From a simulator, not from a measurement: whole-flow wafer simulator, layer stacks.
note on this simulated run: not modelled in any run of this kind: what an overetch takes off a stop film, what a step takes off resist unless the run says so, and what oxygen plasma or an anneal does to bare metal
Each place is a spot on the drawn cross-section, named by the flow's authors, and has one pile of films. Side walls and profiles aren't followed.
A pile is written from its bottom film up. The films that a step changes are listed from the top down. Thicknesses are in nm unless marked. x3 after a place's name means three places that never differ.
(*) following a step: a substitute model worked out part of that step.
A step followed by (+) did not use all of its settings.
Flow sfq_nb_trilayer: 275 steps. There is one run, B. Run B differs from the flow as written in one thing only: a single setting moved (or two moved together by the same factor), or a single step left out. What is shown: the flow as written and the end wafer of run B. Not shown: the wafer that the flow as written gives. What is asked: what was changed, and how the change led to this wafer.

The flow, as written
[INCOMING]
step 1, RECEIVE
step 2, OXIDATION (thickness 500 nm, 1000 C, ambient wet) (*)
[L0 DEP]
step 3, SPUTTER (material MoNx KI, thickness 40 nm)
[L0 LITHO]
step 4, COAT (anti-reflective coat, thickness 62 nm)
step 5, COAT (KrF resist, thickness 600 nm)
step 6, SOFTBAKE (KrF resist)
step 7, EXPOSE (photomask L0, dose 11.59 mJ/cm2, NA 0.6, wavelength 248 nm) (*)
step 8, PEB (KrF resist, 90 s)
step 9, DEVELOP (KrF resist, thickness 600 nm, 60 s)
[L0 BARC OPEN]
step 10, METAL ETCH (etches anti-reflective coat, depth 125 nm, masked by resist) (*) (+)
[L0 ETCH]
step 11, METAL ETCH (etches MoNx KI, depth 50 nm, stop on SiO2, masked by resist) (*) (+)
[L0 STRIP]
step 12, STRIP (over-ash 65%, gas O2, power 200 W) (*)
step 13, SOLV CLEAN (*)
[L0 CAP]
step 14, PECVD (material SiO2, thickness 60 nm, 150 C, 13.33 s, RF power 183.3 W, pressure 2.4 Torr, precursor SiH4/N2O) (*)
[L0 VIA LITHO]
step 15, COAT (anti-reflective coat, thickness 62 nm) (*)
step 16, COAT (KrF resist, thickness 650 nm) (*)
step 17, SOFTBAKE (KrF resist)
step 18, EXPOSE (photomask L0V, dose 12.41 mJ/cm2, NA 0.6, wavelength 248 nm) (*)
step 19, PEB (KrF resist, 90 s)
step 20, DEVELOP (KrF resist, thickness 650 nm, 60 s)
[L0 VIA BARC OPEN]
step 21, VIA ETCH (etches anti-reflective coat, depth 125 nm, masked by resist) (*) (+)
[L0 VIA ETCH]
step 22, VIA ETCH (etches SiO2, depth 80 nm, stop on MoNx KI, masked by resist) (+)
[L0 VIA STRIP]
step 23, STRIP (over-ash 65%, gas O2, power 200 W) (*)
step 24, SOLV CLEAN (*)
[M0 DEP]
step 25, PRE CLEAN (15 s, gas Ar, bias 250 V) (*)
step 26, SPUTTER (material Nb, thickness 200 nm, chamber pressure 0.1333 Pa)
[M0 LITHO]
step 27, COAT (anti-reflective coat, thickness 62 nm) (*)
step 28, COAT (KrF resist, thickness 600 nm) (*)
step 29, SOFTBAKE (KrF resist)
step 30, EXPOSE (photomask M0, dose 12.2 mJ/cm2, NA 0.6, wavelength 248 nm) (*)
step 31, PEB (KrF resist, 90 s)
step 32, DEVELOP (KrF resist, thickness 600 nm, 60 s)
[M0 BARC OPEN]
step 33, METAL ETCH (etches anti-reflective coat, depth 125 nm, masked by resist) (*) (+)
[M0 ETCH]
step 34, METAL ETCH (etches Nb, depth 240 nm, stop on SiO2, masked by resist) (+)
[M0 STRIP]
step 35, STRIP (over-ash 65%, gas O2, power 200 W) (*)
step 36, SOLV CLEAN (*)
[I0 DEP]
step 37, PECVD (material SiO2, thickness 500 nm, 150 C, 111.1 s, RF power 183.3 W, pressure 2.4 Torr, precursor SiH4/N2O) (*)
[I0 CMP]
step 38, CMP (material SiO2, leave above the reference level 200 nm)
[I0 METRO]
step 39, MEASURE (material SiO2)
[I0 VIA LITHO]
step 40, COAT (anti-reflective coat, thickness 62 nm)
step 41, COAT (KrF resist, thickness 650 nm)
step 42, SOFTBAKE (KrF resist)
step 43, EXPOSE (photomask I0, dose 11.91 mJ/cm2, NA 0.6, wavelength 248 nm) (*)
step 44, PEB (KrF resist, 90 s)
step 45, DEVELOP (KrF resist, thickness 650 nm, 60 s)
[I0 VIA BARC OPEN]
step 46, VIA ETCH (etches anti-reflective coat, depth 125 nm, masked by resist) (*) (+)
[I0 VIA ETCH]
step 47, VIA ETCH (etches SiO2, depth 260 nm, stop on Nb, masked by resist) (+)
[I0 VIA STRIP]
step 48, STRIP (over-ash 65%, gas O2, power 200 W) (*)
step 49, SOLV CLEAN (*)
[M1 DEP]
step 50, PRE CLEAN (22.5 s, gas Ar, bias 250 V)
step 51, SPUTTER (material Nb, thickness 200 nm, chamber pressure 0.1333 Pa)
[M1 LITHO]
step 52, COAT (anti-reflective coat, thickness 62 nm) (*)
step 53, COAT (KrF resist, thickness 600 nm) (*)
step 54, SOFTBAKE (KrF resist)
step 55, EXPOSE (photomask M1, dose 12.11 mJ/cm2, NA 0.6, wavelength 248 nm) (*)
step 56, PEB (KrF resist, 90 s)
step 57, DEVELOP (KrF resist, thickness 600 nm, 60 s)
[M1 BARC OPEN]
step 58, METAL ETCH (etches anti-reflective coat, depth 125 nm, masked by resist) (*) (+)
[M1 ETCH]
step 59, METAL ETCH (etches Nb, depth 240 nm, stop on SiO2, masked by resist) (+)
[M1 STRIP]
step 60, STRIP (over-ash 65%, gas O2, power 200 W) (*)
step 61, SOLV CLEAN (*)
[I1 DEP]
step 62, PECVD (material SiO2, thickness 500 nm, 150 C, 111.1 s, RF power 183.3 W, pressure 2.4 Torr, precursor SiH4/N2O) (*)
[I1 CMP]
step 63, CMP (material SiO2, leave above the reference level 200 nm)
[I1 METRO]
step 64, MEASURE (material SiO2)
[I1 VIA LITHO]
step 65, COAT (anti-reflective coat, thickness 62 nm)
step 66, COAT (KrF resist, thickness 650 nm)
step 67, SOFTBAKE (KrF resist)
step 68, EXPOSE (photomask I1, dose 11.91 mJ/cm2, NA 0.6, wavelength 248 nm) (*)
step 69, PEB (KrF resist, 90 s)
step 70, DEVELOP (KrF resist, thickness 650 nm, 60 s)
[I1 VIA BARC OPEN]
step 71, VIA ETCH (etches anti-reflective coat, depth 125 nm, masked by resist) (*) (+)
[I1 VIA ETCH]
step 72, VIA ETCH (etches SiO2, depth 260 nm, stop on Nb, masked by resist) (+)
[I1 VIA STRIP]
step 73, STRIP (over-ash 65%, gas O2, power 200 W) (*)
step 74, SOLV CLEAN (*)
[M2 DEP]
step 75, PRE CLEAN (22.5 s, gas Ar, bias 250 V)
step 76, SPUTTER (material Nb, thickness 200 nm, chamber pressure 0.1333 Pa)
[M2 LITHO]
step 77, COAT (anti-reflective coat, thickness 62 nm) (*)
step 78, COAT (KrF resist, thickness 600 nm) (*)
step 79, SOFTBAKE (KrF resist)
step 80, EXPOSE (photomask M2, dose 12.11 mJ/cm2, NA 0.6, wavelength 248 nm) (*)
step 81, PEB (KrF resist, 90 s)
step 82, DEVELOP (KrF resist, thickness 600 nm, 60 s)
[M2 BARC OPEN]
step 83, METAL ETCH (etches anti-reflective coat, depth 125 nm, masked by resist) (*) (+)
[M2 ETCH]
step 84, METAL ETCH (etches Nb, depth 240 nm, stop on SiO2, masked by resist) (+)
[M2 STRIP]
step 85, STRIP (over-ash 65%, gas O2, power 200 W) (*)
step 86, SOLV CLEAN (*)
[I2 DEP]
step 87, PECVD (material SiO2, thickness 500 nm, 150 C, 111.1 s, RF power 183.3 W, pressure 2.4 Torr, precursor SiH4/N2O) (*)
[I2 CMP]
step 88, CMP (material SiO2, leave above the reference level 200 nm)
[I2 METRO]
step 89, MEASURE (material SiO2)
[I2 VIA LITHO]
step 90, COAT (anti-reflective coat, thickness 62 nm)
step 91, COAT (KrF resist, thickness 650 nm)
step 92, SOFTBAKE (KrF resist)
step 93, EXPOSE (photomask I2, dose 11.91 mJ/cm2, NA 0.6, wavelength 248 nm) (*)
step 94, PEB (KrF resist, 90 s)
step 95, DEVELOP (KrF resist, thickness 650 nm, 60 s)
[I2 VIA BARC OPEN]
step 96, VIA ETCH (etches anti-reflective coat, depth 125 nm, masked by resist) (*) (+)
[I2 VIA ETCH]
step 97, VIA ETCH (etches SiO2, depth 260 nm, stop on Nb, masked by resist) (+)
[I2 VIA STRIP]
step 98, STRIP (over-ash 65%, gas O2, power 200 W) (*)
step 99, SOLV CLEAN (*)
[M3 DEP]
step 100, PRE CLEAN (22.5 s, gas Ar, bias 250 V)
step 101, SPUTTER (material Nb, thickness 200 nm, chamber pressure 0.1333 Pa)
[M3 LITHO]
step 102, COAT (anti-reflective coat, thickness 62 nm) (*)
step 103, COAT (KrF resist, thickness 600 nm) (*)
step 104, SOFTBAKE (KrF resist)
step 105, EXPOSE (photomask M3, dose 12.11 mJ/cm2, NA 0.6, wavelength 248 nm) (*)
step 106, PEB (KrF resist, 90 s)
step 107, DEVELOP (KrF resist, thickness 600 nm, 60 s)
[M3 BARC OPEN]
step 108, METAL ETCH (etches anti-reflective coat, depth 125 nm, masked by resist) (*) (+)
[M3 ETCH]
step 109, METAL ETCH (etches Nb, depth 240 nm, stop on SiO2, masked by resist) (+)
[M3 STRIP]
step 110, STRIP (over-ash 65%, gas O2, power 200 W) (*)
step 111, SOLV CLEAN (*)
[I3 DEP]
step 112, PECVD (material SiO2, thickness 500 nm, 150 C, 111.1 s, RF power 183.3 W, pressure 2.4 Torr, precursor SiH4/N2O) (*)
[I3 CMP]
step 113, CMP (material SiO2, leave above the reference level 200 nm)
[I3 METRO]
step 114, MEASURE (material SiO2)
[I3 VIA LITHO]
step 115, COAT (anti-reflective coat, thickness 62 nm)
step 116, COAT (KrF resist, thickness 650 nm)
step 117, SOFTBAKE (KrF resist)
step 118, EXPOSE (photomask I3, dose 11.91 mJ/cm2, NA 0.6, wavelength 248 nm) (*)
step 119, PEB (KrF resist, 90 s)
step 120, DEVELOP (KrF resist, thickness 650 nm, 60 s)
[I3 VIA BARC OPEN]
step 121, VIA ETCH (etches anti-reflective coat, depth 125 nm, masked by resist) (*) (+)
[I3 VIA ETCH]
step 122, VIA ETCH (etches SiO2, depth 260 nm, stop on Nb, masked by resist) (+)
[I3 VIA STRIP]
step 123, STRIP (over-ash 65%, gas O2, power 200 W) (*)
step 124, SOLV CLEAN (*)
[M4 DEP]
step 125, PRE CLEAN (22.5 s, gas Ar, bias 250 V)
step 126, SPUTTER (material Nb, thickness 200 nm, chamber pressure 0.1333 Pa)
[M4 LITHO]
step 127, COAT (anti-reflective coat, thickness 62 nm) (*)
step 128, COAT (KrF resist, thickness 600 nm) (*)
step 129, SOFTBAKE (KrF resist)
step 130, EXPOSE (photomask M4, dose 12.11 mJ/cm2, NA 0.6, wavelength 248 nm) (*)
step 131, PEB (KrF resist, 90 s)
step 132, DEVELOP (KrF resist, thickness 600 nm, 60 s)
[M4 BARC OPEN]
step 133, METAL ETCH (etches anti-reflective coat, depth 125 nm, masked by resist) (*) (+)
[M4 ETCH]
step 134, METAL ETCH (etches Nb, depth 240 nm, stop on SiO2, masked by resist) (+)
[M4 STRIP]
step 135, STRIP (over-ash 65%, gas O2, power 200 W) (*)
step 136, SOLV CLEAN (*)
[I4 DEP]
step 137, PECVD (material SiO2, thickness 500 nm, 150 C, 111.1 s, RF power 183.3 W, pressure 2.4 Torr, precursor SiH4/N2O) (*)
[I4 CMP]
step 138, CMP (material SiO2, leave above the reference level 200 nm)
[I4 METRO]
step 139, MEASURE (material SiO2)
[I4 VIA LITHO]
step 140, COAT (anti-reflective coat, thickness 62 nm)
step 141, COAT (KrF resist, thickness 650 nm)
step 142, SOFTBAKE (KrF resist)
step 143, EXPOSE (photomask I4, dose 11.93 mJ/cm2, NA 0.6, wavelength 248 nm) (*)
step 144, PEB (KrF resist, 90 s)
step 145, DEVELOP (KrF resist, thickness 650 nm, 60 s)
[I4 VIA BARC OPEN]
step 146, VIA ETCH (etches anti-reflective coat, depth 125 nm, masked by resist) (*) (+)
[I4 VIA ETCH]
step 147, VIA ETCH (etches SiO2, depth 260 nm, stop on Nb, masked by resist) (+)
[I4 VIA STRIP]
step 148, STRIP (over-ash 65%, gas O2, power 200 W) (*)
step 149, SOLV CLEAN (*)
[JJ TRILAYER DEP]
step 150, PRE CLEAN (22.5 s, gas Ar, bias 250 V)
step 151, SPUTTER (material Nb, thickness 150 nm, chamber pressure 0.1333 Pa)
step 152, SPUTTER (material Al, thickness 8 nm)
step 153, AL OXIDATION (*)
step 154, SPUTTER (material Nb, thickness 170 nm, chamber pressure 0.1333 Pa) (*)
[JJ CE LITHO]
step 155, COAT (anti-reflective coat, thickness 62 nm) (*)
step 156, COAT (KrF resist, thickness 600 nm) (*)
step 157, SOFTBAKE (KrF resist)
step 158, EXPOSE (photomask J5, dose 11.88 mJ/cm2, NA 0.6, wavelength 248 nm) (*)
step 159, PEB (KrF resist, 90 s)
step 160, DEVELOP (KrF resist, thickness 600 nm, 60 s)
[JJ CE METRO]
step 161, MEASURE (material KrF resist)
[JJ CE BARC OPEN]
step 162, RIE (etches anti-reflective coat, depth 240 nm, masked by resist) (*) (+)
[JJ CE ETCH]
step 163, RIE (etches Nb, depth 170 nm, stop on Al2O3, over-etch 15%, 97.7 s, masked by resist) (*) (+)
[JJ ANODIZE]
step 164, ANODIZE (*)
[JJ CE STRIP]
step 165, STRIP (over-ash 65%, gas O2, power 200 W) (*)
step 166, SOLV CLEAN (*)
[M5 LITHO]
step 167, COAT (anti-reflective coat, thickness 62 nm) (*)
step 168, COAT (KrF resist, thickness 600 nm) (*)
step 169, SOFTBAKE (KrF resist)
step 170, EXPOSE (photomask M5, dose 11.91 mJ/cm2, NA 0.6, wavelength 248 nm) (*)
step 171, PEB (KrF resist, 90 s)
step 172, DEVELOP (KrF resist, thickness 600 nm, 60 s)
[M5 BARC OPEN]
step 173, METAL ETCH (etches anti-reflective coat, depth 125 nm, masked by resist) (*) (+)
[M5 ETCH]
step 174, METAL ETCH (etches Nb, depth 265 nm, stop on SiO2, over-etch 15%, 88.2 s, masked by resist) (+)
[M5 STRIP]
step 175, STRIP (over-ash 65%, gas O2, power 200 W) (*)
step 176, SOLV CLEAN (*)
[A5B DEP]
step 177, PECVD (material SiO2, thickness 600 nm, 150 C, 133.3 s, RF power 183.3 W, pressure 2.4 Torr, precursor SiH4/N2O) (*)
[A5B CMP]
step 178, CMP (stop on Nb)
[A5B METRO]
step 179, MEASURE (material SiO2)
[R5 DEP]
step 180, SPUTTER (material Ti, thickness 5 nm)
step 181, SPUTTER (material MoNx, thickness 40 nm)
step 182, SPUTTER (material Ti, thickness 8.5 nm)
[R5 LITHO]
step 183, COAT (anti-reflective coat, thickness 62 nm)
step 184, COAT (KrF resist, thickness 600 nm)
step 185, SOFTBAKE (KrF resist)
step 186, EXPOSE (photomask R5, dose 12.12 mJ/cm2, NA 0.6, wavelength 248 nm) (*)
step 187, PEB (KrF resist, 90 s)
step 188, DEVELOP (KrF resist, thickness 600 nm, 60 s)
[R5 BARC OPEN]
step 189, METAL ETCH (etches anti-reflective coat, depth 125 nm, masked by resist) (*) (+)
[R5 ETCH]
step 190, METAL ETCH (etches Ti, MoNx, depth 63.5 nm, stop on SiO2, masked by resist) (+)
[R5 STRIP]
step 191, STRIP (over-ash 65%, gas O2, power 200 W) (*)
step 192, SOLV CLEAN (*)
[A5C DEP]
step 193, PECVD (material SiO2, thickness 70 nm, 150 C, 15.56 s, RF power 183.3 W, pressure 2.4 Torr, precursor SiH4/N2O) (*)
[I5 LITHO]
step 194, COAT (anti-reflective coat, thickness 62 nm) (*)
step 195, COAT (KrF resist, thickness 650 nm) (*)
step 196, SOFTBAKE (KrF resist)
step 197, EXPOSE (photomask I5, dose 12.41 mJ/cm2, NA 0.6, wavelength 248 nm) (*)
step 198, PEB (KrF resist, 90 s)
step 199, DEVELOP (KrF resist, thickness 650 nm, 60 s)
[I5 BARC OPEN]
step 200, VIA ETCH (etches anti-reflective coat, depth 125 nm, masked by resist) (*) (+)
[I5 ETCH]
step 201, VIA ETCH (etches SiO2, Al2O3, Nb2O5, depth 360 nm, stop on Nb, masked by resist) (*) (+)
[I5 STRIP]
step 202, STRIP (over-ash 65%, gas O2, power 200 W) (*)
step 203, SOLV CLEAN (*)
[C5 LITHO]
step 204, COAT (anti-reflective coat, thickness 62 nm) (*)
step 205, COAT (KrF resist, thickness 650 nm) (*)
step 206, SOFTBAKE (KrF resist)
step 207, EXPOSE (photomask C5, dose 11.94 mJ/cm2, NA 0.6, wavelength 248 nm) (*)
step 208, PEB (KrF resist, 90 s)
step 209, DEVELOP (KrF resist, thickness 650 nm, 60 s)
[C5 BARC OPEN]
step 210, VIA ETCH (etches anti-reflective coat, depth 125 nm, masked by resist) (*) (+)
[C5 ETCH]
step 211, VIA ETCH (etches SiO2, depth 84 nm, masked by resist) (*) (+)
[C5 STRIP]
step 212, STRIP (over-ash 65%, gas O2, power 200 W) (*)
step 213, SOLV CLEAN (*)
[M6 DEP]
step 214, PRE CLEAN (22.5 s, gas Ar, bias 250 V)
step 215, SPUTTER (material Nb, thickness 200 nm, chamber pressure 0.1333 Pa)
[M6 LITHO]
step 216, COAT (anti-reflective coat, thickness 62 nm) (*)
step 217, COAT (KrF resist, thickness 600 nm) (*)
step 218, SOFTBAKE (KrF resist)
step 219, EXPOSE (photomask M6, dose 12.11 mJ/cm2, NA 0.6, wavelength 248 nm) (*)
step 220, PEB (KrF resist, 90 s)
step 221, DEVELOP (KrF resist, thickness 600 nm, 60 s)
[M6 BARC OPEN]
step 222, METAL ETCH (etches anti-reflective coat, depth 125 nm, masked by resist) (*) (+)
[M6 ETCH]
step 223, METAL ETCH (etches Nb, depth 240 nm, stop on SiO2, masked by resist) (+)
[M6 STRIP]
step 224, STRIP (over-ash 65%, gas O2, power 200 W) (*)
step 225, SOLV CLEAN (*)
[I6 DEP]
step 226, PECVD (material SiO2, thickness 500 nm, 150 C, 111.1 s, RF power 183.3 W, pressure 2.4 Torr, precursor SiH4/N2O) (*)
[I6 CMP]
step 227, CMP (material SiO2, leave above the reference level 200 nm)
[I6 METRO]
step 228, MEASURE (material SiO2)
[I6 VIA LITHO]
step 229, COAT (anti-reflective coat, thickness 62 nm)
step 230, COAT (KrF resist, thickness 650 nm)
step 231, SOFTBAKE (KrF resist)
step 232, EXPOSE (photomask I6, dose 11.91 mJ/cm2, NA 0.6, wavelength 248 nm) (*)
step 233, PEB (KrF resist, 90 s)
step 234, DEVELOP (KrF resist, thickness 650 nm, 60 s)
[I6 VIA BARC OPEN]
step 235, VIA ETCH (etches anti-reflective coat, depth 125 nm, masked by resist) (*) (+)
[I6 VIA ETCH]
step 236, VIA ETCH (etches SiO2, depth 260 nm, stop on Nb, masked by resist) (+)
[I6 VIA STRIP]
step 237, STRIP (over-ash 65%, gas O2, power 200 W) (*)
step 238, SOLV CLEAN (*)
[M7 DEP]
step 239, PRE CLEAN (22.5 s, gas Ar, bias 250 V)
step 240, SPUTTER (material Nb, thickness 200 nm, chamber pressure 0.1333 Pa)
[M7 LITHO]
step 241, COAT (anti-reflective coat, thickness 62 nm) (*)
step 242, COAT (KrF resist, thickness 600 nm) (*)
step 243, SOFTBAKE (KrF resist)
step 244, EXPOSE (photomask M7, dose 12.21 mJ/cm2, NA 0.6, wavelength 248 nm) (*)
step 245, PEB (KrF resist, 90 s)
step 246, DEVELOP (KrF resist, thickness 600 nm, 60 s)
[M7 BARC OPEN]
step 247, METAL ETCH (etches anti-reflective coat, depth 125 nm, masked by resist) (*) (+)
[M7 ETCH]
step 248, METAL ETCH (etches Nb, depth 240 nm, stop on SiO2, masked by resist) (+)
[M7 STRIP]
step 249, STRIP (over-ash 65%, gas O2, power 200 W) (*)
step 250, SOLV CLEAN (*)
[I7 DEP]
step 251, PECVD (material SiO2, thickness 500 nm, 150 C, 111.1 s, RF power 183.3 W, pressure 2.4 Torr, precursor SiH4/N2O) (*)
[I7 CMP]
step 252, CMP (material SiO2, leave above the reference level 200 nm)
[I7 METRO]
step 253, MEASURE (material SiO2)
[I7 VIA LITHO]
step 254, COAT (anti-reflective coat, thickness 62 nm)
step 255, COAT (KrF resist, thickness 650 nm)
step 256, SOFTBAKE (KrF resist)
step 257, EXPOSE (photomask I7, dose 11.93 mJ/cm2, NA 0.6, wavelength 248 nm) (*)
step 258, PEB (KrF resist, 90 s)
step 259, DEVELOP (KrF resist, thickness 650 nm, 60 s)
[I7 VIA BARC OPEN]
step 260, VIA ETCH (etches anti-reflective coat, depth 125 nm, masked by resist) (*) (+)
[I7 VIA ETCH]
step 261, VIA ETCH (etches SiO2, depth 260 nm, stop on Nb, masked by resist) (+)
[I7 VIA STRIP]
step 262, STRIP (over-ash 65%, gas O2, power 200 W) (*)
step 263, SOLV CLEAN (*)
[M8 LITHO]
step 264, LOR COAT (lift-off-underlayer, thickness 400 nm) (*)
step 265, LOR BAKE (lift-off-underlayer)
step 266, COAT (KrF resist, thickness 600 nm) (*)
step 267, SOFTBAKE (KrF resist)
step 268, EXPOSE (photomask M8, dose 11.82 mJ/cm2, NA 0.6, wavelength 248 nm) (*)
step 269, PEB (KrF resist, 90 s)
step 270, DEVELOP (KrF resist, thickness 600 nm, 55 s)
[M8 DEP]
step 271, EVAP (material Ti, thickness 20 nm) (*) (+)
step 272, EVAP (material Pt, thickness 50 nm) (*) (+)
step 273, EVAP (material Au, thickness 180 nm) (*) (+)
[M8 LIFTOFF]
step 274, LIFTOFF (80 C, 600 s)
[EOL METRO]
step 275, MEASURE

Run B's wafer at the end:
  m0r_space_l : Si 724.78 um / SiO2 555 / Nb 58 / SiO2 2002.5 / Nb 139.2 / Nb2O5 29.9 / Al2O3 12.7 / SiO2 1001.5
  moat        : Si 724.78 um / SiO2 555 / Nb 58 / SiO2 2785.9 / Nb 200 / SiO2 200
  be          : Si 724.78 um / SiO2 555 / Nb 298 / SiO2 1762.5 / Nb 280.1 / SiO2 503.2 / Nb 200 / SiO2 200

What caused this: step 26, SPUTTER: thickness 298 nm was run, while the flow as written has thickness 200 nm.
The wafer lets one read it off: be has Nb 298, and step 26 as written asks for 200 nm.

Step by step, how the change led to this:
  step 26, SPUTTER (material Nb, thickness 200 nm, chamber pressure 0.1333 Pa)
      field_l, v_sur, via_wl and 102 more: Nb gains 298 (new film) (as written it would have been: Nb gains 200 (new film))
      l0v: Nb gains 294 (new film) (as written it would have been: Nb gains 195.7 (new film))
  step 34, METAL ETCH (etches Nb, depth 240 nm, stop on SiO2, masked by resist) (+)
      moat, m0r_space_l, m0r_space_r: Nb loses 240 (as written it would have been: Nb loses 200 (all of it))
  step 37, PECVD (material SiO2, thickness 500 nm, 150 C, 111.1 s, RF power 183.3 W, pressure 2.4 Torr, precursor SiH4/N2O) (*)
      moat, m0r_space_l, m0r_space_r: SiO2 gains 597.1 (new film) (as written it would have been: SiO2 gains 557.1)
If metal films that touch count as one body, m0r_space_l has 2 bodies (between them, from the top down: SiO2 2002.5); the flow as written gives 1 body.
If metal films that touch count as one body, moat has 2 bodies (between them, from the top down: SiO2 2785.9); the flow as written gives 1 body.
